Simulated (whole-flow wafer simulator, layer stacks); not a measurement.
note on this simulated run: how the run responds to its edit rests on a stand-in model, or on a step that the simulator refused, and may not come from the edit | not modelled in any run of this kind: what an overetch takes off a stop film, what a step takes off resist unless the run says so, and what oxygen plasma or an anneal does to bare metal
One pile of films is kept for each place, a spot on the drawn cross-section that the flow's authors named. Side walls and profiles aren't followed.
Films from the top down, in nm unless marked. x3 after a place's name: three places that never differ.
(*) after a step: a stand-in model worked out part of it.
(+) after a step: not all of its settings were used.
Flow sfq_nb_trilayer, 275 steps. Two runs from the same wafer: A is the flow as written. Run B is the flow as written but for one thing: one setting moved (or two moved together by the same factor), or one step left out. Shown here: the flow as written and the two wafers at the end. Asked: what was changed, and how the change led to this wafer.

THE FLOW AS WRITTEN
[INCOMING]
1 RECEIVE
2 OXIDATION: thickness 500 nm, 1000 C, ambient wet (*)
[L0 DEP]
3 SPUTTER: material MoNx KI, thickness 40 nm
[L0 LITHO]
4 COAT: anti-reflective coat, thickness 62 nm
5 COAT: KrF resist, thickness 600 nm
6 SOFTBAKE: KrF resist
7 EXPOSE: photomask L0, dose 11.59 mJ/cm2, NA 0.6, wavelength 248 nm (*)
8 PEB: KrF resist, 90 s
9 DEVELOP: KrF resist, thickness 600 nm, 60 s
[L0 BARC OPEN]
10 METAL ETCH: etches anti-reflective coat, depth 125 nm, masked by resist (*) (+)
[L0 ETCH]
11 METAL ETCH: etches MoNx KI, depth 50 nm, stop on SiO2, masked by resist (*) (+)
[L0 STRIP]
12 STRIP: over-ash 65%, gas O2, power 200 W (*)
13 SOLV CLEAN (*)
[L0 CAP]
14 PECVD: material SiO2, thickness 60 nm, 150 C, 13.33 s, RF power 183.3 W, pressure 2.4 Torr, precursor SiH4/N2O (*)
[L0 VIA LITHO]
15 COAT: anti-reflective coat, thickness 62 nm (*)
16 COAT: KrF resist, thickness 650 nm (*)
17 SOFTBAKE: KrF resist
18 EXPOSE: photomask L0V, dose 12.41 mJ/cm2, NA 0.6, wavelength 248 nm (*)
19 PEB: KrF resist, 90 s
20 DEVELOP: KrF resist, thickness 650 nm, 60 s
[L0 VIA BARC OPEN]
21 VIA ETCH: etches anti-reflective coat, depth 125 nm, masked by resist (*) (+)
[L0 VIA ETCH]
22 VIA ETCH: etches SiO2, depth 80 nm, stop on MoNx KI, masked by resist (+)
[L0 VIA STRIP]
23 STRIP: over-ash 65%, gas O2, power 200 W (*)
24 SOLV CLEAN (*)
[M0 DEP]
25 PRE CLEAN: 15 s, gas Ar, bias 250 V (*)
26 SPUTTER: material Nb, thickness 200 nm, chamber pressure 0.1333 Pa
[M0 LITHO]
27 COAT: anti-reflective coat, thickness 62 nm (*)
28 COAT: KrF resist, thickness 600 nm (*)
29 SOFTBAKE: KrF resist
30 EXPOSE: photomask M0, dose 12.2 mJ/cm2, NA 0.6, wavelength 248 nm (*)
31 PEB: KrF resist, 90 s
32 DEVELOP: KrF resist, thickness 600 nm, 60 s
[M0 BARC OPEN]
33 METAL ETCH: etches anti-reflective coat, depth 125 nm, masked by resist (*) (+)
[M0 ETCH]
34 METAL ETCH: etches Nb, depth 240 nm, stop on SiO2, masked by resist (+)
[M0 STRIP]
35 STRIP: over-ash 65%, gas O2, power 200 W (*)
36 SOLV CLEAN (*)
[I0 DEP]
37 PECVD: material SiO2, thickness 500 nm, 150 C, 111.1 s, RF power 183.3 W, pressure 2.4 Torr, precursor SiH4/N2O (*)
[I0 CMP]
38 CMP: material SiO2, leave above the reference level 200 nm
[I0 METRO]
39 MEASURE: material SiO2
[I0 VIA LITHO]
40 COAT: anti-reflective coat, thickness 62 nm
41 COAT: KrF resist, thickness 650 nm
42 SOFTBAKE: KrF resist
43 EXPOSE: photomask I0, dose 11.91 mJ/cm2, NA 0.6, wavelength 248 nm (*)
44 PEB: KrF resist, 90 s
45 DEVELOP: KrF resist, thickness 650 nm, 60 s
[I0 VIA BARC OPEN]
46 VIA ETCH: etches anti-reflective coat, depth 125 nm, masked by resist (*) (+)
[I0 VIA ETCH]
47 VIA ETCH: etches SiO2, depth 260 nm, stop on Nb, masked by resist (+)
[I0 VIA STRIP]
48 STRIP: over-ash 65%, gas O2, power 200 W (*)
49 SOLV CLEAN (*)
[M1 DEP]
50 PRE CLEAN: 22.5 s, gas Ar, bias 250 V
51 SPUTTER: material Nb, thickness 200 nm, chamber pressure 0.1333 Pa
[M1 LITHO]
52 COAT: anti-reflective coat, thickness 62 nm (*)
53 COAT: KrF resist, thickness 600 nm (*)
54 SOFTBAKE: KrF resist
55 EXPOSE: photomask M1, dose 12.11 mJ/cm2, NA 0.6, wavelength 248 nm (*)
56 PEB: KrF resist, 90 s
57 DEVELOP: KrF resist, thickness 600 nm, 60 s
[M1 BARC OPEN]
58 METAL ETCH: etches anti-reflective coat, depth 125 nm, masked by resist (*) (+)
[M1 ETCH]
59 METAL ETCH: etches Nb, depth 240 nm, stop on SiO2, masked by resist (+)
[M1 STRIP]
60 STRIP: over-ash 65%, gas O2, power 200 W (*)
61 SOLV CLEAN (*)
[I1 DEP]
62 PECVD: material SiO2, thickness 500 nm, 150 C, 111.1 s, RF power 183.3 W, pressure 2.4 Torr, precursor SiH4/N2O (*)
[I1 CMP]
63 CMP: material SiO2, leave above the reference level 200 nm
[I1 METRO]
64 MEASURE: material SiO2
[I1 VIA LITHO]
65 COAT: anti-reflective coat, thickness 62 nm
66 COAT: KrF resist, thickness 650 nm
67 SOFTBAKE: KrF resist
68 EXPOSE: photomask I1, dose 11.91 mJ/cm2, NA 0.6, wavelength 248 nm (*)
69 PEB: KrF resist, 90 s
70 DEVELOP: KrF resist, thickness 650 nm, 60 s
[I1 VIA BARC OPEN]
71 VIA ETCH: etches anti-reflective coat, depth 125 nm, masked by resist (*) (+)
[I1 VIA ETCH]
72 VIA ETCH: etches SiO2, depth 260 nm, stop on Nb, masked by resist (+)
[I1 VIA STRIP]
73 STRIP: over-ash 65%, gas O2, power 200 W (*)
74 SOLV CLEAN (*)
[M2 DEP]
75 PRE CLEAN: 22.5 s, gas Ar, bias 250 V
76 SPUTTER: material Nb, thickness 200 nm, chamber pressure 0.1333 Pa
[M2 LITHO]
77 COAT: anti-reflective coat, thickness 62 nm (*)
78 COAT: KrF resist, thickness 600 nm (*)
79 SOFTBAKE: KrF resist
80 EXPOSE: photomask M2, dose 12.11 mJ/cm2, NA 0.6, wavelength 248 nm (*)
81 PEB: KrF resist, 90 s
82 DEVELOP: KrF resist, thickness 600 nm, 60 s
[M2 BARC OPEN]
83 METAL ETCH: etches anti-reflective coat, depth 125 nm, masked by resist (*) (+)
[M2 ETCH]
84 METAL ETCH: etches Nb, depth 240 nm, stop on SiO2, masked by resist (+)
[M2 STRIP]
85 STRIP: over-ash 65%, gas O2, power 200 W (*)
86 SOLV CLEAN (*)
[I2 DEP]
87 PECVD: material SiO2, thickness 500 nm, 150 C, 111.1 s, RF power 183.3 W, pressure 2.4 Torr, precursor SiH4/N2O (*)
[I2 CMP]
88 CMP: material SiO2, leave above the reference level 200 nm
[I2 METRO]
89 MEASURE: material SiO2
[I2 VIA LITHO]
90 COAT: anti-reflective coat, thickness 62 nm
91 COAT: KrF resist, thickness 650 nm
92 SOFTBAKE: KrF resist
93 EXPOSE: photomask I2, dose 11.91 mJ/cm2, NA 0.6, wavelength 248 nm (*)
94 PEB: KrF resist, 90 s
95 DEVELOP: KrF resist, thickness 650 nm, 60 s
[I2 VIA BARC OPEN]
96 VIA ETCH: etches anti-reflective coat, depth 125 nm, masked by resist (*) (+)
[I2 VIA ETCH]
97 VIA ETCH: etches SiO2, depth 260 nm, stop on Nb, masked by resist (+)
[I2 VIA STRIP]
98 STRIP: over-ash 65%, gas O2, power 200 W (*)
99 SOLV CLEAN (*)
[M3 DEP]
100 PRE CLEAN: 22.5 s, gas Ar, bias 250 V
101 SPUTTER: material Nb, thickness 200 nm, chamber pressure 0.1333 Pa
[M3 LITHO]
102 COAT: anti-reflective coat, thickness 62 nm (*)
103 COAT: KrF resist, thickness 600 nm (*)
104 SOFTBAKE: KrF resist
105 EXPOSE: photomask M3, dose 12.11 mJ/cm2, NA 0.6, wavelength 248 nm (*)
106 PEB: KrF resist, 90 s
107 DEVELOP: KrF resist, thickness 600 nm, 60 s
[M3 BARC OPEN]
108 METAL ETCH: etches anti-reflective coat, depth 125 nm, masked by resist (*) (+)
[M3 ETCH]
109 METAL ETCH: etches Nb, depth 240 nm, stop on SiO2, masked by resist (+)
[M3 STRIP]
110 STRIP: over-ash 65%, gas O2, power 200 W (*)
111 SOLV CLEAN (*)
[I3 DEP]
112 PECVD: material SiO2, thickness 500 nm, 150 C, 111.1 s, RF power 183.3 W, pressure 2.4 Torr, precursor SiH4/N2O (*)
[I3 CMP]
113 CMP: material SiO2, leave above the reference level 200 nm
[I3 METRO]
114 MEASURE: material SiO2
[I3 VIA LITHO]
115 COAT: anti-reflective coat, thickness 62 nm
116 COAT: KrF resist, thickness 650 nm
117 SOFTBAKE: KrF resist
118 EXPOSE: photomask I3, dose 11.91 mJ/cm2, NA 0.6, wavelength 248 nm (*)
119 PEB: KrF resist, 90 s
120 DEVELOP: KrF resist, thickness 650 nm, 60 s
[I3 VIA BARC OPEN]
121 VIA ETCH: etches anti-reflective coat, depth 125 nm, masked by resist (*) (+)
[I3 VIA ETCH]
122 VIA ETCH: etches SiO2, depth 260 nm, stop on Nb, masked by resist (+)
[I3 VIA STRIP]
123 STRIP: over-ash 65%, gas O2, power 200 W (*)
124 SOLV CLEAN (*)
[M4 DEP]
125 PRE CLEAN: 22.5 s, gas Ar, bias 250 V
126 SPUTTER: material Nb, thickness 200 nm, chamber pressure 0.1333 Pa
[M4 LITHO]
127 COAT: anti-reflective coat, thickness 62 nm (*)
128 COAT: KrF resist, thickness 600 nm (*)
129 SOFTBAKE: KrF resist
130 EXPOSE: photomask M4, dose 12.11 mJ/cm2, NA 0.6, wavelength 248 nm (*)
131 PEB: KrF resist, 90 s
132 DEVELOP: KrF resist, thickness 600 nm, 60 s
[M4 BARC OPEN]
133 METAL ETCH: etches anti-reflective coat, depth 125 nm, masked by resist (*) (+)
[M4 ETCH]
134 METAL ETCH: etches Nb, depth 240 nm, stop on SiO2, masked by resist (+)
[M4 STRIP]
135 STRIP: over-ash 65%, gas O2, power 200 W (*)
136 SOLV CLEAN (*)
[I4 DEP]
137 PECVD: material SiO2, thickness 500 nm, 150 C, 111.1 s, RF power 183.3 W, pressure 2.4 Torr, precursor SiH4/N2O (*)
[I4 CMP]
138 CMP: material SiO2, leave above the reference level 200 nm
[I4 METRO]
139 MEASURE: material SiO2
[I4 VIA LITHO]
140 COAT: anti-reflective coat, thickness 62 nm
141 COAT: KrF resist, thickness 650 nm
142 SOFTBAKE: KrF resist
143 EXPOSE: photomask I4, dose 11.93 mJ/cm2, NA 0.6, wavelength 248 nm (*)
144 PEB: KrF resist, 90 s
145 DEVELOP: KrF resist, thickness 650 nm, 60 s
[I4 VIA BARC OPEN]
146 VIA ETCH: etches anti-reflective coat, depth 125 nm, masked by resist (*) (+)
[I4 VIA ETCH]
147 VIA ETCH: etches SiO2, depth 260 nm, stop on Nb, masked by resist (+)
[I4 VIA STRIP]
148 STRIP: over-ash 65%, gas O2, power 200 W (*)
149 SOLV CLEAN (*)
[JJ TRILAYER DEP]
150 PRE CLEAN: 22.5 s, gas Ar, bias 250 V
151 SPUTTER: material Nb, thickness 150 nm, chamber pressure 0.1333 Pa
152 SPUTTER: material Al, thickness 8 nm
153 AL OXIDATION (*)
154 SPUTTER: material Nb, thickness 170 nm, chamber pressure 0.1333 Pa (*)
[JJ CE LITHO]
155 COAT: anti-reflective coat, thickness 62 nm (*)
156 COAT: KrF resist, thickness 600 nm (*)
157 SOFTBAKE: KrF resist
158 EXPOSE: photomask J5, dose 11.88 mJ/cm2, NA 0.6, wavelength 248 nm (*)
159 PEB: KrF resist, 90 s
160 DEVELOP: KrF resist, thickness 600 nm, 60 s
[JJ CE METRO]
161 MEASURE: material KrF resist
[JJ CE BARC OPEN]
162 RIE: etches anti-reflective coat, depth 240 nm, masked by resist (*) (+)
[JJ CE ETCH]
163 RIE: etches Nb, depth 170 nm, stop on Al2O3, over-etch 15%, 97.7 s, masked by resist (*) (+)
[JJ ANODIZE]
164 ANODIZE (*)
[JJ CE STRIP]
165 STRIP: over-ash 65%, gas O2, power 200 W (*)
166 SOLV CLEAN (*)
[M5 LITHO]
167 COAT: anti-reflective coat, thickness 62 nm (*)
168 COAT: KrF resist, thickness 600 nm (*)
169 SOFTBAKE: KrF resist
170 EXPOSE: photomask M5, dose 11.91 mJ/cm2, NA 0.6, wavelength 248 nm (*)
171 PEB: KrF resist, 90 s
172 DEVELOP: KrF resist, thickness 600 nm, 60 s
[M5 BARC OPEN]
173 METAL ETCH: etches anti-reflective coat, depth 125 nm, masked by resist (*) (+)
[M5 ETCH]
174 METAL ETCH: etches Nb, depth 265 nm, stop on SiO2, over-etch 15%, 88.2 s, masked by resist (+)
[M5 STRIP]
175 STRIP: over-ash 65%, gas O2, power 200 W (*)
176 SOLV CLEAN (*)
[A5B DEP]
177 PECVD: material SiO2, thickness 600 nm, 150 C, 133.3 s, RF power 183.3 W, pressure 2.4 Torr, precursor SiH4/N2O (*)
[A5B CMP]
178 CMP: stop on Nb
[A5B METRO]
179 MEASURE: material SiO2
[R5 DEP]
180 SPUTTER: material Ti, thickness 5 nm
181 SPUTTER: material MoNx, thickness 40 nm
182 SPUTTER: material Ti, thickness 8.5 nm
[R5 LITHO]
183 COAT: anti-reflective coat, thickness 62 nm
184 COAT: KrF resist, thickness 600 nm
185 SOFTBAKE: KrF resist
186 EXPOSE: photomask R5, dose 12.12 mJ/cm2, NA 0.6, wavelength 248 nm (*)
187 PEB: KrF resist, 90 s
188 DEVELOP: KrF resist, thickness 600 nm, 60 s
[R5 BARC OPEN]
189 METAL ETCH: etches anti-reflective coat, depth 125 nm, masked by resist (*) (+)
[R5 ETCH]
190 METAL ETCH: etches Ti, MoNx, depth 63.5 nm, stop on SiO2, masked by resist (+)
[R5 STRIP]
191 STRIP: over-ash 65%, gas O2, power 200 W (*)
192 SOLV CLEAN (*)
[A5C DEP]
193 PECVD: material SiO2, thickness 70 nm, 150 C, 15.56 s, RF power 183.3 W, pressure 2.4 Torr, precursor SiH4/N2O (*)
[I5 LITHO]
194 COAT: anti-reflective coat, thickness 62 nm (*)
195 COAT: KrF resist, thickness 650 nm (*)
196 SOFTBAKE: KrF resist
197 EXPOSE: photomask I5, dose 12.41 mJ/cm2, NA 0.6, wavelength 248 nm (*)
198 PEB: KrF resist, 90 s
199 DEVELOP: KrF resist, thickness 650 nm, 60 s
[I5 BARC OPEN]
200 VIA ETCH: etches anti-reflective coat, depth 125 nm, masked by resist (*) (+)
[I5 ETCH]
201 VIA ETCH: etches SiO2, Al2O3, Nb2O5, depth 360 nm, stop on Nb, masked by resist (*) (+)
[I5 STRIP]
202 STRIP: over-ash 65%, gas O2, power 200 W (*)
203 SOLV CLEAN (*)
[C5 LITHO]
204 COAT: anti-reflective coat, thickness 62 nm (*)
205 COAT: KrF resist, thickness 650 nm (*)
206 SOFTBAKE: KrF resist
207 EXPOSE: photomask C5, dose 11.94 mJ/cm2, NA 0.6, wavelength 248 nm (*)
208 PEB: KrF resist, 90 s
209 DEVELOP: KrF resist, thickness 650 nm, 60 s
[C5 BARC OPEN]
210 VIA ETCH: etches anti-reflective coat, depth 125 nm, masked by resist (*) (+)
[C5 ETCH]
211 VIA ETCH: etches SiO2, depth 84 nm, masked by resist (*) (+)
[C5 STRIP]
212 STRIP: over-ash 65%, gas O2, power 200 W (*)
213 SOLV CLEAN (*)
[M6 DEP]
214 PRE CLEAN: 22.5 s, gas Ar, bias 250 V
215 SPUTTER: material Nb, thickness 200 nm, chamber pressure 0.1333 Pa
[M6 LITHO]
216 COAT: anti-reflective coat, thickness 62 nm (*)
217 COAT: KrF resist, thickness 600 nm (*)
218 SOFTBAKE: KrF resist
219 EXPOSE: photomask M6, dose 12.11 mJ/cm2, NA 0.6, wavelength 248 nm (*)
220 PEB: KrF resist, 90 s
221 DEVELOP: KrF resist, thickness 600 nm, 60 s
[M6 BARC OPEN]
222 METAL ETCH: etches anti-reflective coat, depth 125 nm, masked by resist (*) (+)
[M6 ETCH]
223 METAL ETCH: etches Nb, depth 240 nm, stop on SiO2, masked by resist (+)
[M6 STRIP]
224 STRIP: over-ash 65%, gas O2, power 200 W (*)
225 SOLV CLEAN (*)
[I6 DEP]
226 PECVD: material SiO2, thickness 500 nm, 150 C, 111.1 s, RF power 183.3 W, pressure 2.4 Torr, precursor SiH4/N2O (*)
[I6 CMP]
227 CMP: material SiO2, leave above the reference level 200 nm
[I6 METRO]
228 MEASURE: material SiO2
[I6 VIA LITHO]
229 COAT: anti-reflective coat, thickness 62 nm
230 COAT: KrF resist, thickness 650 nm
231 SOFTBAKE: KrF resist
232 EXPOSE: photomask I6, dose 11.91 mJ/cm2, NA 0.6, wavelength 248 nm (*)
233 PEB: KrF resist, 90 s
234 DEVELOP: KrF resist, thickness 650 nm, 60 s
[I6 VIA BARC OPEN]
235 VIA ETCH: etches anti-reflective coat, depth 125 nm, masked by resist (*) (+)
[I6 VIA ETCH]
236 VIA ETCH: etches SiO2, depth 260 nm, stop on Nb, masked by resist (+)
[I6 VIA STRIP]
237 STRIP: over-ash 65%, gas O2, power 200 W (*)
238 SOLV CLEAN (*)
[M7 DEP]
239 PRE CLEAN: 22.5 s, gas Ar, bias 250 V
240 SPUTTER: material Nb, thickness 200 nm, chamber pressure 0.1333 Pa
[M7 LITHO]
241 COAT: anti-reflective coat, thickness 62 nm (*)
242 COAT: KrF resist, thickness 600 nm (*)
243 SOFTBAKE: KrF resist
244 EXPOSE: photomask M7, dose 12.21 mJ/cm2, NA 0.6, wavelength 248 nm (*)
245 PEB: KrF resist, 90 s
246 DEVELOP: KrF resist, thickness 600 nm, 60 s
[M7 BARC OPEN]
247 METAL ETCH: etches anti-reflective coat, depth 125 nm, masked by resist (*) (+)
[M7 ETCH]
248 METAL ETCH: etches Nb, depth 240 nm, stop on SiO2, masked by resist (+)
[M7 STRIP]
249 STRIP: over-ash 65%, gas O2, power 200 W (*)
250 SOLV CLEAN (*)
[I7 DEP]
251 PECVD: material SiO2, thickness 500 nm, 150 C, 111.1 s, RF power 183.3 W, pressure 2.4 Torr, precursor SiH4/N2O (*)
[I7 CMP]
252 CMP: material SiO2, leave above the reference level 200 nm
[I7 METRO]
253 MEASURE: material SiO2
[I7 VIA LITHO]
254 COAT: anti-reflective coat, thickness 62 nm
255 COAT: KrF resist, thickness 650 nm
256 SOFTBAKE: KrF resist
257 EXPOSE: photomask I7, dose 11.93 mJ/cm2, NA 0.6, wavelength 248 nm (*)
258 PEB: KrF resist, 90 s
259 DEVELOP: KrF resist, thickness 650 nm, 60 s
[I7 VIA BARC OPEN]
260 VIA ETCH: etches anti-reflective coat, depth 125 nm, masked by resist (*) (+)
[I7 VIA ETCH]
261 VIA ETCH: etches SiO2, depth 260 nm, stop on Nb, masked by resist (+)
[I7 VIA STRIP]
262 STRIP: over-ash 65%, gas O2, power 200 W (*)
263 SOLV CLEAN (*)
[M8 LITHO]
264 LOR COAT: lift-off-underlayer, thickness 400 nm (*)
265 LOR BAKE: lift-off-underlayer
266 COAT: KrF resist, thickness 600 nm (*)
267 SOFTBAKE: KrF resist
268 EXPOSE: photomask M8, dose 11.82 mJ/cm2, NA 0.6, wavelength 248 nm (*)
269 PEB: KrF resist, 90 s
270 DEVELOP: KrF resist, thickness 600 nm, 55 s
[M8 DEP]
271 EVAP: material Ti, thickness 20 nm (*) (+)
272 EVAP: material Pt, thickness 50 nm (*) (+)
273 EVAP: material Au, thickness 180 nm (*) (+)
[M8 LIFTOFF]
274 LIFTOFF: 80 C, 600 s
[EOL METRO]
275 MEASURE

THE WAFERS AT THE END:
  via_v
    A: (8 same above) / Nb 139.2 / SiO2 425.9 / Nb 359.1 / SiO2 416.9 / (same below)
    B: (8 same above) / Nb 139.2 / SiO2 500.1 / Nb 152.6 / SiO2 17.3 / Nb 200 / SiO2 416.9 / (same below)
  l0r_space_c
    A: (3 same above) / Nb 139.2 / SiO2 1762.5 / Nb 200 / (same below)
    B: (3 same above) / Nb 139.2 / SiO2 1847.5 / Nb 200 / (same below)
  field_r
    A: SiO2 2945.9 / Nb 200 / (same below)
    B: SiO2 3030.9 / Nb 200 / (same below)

The cause: step 113, CMP: leave above the reference level 285 nm was run, where the flow has leave above the reference level 200 nm.

How the change led to this, step by step:
  113 CMP: material SiO2, leave above the reference level 200 nm
      field_l, be, be_sur and 64 more: A SiO2 -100 | B SiO2 -15
      v_sur, via_wl, via_wr and 27 more: A SiO2 -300 | B SiO2 -215
      (and at 9 more places)
  122 VIA ETCH: etches SiO2, depth 260 nm, stop on Nb, masked by resist (+)
      via_v: A SiO2 -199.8 (all of it) | B SiO2 -260
  125 PRE CLEAN: 22.5 s, gas Ar, bias 250 V
      via_v: A Nb -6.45 | B SiO2 -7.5
  126 SPUTTER: material Nb, thickness 200 nm, chamber pressure 0.1333 Pa
      via_v: A Nb +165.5 | B Nb +152.6 (new film)
  127 COAT: anti-reflective coat, thickness 62 nm (*)
      via_sp: A anti-reflective coat +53 (new film) | B anti-reflective coat +50.1 (new film)
      via_v: A anti-reflective coat +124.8 (new film) | B anti-reflective coat +128.6 (new film)
      (and at 1 more place)
  128 COAT: KrF resist, thickness 600 nm (*)
      via_v: A KrF resist +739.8 (new film) | B KrF resist +797.5 (new film)
  135 STRIP: over-ash 65%, gas O2, power 200 W (*)
      via_sp: A KrF resist -373.9 (all of it), anti-reflective coat -53 (all of it) | B KrF resist -369.8 (all of it), anti-reflective coat -50.1 (all of it)
      via_v: A KrF resist -521.8 (all of it), anti-reflective coat -124.8 (all of it) | B KrF resist -579.3 (all of it), anti-reflective coat -128.6 (all of it)
      (and at 1 more place)
  137 PECVD: material SiO2, thickness 500 nm, 150 C, 111.1 s, RF power 183.3 W, pressure 2.4 Torr, precursor SiH4/N2O (*)
      via_v: A SiO2 +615 (new film) | B SiO2 +664.6 (new film)
  138 CMP: material SiO2, leave above the reference level 200 nm
      via_v: A SiO2 -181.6 | B SiO2 -157.1
Counting metal films that touch as one body, via_v has 7 bodies (between them, from the top down: SiO2 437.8; SiO2 209 / Al2O3 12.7 / Nb2O5 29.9; SiO2 500.1; SiO2 17.3; SiO2 416.9; SiO2 192.5); the flow as written gives 6 bodies (between them, from the top down: SiO2 437.8; SiO2 209 / Al2O3 12.7 / Nb2O5 29.9; SiO2 425.9; SiO2 416.9; SiO2 192.5).
